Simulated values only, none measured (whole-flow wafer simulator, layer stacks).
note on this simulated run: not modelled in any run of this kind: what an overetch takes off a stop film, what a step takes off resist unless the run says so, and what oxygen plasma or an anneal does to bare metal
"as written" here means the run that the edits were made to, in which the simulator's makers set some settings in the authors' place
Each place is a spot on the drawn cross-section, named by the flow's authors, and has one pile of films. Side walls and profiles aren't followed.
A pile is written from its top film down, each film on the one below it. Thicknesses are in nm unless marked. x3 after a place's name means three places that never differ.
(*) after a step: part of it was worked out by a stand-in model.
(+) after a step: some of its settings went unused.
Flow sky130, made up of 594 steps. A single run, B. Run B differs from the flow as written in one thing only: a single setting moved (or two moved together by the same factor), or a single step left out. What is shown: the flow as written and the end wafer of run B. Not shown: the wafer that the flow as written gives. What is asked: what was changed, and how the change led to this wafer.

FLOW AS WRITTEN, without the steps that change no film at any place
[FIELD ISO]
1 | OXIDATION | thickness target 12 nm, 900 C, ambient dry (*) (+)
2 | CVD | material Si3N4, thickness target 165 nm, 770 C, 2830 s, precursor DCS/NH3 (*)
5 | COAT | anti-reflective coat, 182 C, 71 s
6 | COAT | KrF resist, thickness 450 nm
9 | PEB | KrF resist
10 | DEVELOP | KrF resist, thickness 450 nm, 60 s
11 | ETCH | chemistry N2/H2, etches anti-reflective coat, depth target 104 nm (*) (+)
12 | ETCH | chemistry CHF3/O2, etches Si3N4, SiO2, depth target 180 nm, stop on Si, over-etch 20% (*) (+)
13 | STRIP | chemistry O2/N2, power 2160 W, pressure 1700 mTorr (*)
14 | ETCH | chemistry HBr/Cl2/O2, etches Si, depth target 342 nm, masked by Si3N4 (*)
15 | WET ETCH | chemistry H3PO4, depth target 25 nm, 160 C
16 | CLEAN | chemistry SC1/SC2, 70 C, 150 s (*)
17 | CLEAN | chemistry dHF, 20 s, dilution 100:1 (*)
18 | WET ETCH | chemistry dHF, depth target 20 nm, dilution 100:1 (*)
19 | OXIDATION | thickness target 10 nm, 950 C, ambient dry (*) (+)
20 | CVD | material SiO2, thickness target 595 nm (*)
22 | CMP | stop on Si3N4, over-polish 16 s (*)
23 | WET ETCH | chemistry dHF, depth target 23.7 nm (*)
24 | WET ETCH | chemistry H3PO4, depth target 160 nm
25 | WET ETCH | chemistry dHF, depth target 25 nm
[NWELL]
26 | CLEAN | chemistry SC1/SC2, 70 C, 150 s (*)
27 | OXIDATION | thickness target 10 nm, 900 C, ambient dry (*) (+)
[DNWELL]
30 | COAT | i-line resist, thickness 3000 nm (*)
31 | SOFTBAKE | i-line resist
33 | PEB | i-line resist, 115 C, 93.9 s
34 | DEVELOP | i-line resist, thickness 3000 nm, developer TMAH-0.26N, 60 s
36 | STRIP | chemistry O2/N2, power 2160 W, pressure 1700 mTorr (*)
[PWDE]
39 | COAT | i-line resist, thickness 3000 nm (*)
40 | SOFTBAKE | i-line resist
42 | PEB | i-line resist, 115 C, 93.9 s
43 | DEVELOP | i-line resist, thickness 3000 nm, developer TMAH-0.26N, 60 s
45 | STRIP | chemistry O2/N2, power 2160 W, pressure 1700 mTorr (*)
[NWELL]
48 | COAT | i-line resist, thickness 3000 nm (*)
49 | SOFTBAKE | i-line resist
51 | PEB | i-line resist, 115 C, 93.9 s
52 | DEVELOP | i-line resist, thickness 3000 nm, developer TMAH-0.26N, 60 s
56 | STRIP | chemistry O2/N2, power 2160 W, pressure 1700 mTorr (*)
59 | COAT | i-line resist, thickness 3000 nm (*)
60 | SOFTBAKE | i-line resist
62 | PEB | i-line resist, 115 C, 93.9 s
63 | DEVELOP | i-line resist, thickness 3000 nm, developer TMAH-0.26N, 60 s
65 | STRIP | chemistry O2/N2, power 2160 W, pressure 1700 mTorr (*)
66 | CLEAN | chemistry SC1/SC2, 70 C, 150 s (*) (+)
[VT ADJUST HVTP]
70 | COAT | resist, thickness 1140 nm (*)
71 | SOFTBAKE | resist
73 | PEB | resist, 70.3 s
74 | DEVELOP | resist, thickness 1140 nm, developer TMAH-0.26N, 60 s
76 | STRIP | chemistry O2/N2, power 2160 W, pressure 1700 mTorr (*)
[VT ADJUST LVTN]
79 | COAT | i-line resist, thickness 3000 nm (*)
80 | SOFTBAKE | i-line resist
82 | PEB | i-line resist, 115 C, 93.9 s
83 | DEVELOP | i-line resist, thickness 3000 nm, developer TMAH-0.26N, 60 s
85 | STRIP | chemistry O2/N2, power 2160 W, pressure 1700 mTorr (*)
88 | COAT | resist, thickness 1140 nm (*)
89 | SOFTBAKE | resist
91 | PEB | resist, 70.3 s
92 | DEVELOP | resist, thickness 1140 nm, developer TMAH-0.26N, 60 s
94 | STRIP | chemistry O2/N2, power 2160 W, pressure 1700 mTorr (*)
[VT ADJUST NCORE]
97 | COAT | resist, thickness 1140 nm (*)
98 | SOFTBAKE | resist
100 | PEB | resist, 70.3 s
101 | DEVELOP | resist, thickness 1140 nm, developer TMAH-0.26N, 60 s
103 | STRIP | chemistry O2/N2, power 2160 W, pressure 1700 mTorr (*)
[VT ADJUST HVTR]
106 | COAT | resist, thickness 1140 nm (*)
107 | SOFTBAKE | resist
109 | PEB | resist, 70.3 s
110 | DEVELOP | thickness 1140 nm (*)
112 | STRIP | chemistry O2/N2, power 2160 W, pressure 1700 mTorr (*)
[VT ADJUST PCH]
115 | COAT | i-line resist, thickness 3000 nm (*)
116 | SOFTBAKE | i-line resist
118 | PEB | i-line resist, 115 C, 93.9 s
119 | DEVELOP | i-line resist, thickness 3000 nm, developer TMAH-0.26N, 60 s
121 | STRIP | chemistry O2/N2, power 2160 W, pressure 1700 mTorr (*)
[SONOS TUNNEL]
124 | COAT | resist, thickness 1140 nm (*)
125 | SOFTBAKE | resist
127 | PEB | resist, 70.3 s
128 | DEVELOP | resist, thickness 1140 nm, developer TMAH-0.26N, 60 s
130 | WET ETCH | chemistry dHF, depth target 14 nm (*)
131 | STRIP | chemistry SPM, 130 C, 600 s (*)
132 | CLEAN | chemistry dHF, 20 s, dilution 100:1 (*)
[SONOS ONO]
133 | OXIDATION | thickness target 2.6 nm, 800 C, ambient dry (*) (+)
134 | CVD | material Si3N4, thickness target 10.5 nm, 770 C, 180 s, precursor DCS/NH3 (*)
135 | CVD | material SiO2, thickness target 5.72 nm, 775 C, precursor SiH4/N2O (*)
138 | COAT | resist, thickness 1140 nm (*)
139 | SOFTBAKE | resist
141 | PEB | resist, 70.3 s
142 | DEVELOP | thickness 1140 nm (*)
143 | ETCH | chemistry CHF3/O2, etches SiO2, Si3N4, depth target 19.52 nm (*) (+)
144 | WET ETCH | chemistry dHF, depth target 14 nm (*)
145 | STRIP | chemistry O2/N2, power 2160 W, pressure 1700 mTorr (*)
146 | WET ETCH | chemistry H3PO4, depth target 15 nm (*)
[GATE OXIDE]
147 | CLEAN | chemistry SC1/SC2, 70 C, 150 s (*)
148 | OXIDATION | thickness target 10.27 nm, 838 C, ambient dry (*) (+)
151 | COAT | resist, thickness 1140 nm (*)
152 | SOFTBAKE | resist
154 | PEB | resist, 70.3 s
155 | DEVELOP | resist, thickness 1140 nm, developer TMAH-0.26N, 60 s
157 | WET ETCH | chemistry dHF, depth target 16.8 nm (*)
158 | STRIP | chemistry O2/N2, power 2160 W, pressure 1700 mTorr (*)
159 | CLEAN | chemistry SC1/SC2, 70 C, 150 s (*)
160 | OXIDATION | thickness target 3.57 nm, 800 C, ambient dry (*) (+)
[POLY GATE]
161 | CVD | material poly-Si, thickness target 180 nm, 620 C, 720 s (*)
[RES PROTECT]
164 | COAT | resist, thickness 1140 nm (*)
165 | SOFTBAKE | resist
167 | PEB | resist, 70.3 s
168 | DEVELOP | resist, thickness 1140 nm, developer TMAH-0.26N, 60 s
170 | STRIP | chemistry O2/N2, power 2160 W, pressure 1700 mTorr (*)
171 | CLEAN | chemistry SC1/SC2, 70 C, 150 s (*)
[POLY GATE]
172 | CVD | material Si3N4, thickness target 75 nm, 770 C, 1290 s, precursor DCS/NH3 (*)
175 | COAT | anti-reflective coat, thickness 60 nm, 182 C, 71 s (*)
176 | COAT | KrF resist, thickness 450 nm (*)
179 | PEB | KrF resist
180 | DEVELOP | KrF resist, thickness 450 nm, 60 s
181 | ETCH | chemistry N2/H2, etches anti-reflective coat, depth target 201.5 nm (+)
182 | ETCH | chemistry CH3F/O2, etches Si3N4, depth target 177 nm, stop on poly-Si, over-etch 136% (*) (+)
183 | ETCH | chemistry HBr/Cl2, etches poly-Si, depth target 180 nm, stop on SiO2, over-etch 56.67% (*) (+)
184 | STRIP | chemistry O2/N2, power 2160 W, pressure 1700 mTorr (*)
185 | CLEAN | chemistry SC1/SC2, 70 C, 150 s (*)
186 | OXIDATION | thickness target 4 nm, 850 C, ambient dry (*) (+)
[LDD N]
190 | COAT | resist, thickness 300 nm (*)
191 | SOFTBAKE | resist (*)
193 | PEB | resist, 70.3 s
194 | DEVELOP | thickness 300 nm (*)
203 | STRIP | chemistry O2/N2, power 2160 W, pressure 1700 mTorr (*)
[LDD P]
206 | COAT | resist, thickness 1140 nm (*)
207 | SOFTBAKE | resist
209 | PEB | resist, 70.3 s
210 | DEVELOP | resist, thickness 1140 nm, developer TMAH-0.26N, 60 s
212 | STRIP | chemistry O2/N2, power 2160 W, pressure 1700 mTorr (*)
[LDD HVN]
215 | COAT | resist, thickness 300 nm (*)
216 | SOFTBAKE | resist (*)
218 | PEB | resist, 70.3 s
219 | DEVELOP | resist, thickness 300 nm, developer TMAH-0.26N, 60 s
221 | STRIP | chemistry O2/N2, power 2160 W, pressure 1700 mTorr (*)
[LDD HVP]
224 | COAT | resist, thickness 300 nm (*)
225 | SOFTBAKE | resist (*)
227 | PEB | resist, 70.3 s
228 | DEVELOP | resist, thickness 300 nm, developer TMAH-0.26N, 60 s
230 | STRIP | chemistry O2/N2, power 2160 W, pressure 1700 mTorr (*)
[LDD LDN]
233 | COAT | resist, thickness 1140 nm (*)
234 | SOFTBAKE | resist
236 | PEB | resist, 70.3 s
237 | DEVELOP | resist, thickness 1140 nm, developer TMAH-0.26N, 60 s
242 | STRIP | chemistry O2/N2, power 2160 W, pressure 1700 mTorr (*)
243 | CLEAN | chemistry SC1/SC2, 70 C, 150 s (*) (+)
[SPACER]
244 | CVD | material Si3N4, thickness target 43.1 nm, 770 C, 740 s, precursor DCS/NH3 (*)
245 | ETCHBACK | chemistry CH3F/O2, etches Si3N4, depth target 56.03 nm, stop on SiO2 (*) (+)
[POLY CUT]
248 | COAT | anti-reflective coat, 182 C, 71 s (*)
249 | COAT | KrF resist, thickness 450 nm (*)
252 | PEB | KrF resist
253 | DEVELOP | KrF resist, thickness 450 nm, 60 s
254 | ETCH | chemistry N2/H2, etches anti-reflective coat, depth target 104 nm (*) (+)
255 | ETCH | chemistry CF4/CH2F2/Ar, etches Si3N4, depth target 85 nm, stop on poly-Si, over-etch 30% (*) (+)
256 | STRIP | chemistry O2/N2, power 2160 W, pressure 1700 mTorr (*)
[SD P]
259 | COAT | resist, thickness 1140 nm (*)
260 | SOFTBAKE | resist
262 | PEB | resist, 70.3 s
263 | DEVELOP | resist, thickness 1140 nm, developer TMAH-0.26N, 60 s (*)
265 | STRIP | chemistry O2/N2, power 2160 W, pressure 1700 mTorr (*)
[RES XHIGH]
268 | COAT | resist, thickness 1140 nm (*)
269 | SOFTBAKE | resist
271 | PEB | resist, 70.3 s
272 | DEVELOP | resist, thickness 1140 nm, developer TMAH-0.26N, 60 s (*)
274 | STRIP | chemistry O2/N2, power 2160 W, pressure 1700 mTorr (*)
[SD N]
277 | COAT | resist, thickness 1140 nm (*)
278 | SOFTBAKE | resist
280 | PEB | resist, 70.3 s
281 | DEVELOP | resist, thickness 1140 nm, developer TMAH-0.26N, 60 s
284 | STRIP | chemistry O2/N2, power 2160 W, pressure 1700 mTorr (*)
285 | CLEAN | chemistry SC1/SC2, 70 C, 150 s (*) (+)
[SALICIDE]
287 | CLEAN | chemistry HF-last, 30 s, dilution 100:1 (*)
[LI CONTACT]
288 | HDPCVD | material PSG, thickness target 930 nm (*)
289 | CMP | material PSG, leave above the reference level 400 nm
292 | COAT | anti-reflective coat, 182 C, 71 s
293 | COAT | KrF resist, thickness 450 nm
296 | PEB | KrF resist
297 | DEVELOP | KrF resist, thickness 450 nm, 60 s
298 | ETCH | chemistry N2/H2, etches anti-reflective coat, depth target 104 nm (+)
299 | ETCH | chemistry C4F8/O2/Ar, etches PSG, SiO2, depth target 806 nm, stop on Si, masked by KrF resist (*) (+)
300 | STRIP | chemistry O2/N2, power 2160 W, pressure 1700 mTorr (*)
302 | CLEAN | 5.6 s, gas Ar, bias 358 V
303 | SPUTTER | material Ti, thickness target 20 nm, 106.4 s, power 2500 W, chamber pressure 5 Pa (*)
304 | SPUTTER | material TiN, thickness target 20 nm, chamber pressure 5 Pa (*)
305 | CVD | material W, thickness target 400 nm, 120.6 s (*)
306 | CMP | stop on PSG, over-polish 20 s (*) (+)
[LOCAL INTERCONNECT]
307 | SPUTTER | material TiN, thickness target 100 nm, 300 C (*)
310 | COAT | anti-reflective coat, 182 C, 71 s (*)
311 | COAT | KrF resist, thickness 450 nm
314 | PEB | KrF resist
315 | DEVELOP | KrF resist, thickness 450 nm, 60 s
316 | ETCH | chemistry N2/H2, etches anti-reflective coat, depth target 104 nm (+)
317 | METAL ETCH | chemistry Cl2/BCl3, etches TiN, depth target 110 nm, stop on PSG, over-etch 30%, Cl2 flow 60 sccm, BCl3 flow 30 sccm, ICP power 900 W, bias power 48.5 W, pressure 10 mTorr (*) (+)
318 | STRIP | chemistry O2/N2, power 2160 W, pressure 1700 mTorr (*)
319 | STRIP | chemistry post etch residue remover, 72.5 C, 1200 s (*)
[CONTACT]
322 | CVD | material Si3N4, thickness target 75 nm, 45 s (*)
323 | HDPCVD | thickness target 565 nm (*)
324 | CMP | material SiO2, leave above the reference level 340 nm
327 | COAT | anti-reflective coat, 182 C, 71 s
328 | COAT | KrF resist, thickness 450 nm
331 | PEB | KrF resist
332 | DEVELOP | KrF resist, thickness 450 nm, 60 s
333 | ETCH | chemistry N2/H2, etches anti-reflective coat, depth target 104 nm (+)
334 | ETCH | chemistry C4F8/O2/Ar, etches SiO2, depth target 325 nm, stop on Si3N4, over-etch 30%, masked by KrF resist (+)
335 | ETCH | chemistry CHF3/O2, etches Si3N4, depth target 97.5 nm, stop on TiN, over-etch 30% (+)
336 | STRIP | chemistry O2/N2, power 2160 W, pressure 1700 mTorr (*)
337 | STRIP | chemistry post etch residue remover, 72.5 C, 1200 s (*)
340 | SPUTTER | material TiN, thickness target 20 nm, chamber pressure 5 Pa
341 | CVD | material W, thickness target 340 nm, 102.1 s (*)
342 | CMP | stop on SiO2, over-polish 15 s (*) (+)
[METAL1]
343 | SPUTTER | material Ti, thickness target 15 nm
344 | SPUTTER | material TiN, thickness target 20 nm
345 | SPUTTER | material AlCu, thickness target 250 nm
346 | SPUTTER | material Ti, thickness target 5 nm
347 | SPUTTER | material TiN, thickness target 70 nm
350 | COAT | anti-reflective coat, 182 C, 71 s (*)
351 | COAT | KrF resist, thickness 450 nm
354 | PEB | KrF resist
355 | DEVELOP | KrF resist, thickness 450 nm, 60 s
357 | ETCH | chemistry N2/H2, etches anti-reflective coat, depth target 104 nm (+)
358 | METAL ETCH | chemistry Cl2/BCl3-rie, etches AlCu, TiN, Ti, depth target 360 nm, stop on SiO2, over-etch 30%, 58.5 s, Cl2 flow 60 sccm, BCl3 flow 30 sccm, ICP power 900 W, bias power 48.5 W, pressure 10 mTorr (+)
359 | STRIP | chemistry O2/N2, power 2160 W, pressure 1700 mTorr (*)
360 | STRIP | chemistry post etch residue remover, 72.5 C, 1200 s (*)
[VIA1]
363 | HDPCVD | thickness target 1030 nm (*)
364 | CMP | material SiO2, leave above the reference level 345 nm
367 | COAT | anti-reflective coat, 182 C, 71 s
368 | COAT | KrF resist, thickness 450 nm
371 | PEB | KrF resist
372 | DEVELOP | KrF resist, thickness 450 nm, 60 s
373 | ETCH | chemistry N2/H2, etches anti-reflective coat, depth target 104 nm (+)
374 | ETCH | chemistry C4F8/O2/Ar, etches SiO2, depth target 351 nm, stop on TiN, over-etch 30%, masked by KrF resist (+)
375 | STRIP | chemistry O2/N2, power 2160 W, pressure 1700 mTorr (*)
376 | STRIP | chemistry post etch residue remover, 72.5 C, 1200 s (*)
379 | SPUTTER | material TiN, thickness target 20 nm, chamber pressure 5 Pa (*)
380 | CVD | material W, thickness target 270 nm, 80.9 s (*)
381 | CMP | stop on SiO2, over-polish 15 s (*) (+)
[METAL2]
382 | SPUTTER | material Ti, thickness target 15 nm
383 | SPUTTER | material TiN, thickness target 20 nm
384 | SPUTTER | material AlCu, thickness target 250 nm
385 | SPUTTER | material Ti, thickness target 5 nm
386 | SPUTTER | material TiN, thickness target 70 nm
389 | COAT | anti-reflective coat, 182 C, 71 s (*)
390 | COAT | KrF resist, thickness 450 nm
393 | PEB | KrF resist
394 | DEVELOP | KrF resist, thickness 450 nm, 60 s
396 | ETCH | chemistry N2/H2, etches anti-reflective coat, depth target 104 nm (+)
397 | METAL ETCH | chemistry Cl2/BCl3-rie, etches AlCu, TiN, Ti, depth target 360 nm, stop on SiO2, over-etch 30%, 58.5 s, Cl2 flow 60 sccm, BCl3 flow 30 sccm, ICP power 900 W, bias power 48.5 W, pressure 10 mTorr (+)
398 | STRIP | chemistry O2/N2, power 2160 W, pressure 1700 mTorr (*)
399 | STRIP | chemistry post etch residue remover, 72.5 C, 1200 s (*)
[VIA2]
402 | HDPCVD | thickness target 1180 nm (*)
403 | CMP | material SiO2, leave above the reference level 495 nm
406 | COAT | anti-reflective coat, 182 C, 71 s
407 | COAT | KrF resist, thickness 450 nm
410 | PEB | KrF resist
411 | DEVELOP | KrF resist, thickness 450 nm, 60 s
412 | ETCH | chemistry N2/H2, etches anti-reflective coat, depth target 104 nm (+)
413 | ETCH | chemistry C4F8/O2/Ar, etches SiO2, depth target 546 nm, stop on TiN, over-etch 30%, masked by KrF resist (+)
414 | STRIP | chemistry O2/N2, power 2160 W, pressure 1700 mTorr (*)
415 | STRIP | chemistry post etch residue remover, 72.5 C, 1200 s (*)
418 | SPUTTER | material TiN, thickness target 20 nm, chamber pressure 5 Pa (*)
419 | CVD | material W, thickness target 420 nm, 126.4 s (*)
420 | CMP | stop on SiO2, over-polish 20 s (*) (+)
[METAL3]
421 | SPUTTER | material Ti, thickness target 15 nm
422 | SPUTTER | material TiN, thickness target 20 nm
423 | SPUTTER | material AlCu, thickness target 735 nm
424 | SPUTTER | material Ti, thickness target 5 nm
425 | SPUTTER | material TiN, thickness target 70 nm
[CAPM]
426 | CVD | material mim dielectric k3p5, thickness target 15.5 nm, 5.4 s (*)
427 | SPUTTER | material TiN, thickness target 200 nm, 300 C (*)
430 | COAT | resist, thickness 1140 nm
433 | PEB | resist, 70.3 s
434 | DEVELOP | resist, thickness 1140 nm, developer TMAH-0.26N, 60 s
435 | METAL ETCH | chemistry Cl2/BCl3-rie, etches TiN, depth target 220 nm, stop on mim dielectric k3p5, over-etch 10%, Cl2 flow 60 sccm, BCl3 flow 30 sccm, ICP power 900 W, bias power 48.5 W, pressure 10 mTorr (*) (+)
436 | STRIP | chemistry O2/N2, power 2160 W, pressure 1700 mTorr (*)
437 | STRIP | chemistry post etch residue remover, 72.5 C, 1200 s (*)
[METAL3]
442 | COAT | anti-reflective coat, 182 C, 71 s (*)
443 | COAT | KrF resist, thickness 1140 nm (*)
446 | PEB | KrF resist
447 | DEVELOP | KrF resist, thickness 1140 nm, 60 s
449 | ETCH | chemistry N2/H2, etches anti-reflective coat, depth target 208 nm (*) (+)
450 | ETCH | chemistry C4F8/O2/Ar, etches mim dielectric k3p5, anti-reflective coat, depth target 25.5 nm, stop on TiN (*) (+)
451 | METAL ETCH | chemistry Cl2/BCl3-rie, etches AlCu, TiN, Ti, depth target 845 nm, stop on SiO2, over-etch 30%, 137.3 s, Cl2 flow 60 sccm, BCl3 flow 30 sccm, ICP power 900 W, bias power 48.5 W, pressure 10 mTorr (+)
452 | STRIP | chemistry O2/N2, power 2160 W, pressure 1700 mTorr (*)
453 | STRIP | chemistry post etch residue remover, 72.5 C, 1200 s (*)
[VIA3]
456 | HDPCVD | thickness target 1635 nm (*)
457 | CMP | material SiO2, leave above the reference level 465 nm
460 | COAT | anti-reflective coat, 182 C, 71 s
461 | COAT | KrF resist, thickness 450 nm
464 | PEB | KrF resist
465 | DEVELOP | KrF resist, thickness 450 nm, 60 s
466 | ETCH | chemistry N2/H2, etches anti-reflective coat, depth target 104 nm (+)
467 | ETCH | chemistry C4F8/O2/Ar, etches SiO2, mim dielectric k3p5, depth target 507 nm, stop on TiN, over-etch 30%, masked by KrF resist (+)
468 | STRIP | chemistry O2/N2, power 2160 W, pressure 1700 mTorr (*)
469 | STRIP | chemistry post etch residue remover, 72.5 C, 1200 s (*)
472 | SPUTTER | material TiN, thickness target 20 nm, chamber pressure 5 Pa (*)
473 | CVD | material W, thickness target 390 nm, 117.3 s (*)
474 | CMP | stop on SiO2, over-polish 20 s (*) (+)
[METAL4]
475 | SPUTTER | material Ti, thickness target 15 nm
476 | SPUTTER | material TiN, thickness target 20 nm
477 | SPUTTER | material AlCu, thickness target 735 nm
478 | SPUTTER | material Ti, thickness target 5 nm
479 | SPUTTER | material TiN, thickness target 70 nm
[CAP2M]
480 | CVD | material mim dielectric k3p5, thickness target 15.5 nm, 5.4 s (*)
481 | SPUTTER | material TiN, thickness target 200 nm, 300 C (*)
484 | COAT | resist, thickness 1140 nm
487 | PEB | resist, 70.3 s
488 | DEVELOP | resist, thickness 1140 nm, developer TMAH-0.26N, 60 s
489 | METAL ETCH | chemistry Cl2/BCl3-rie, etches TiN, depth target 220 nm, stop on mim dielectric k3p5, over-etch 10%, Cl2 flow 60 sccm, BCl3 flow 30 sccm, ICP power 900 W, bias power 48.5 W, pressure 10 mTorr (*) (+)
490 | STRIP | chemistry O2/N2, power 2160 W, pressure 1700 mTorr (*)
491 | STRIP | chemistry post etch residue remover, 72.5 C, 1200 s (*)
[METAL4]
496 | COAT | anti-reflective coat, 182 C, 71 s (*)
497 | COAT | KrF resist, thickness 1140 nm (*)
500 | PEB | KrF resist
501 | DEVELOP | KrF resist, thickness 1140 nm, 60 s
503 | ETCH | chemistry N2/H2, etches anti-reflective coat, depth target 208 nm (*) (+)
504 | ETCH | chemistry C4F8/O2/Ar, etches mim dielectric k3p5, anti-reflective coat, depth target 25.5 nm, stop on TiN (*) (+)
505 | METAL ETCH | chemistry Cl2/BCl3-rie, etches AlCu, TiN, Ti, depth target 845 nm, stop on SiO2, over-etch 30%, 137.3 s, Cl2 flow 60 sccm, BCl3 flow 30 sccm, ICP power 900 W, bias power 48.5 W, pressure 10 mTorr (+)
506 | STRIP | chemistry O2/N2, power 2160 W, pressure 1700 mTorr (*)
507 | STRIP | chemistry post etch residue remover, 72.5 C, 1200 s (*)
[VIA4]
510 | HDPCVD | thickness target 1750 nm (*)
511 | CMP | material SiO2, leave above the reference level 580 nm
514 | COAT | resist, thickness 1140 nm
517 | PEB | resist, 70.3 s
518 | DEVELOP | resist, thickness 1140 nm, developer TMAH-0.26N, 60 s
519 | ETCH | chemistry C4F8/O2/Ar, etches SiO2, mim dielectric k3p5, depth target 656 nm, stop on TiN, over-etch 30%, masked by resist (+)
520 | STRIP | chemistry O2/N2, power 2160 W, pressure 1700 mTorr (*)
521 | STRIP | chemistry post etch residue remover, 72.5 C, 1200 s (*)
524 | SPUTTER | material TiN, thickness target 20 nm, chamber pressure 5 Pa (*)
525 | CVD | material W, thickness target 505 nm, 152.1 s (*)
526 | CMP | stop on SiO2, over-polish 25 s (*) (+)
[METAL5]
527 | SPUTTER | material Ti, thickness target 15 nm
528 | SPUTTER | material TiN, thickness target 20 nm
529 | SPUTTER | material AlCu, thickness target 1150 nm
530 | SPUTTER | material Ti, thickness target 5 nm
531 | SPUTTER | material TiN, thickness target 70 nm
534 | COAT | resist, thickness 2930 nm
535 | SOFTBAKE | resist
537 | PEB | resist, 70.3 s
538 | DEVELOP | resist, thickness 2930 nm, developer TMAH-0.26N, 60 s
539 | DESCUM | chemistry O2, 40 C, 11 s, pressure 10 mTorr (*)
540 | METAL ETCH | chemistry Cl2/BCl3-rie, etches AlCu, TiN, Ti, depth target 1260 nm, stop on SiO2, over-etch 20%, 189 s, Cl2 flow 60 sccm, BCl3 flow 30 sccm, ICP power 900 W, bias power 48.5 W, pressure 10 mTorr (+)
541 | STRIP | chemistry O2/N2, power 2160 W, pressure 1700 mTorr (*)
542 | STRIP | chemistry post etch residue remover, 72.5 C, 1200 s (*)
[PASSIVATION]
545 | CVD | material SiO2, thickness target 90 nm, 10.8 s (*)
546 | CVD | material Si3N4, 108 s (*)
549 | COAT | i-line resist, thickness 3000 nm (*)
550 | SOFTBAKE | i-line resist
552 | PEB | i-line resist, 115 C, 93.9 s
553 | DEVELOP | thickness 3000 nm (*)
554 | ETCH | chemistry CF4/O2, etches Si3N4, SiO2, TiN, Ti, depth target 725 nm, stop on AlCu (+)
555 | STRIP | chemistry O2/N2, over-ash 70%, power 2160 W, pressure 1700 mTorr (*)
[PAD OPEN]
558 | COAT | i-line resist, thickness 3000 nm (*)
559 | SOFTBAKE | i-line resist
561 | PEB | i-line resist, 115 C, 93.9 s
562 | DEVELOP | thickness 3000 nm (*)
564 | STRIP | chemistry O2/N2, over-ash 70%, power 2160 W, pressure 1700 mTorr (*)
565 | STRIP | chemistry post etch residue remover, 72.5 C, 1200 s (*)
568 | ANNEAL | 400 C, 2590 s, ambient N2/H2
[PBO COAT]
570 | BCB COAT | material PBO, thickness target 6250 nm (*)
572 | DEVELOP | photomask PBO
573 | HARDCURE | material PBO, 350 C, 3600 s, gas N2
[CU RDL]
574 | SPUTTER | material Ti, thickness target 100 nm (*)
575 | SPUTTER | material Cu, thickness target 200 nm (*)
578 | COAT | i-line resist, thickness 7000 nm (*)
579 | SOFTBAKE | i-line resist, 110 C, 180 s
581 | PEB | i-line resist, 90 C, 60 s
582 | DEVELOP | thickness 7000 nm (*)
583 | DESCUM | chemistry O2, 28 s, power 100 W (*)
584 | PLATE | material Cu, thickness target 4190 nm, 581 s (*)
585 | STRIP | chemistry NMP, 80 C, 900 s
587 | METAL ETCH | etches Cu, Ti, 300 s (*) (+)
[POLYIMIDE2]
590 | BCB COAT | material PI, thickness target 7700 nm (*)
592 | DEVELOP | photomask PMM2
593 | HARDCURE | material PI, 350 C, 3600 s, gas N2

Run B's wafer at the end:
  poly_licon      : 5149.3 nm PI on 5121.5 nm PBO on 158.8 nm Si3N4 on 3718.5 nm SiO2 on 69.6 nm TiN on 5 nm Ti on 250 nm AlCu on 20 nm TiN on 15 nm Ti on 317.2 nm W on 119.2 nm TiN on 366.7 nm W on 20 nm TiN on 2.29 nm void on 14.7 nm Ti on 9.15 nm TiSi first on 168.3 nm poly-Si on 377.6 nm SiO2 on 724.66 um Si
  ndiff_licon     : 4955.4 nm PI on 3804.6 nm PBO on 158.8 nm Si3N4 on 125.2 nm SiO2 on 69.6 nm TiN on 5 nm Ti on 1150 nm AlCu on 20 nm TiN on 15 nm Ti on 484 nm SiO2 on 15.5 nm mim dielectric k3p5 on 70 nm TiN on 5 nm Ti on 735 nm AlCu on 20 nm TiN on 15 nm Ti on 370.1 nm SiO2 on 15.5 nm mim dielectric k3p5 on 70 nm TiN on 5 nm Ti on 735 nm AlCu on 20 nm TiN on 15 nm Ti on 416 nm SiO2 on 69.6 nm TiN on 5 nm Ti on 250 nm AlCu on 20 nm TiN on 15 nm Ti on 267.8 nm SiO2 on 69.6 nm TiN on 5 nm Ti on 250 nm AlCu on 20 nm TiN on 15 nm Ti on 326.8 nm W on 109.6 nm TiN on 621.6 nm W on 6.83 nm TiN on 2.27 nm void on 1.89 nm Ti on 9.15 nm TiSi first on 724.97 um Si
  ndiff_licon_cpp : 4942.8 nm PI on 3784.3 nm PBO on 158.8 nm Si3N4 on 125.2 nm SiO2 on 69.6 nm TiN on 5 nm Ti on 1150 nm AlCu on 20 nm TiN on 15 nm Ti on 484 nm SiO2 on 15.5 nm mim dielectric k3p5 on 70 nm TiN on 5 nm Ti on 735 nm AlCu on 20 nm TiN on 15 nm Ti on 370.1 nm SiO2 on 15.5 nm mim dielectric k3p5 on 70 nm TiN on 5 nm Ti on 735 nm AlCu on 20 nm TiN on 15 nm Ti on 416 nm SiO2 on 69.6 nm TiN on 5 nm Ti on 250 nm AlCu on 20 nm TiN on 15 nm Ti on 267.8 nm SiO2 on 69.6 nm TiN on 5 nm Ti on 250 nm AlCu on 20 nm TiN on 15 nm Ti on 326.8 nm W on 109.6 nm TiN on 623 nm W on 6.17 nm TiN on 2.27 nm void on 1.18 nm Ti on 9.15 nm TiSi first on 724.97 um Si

What caused this: step 593, HARDCURE: 394 C was run, while the flow as written has 350 C.

How this came from the change, step by step:
  593 | HARDCURE | material PI, 350 C, 3600 s, gas N2
      poly_licon, rpo_hd_licon: PI loses 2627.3, void gains 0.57, Ti loses 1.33, TiSi first gains 2.27, poly-Si loses 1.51 (in the flow as written it would be: PI loses 2627.3, void gains 0.07, Ti loses 0.17, TiSi first gains 0.28, poly-Si loses 0.19)
      ndiff_licon: PI loses 2692.9, void gains 0.56, Ti loses 1.33, TiSi first gains 2.27, Si loses 1.51 (in the flow as written it would be: PI loses 2692.9, void gains 0.07, Ti loses 0.17, TiSi first gains 0.28, Si loses 0.19)
      (also at 1 further place)
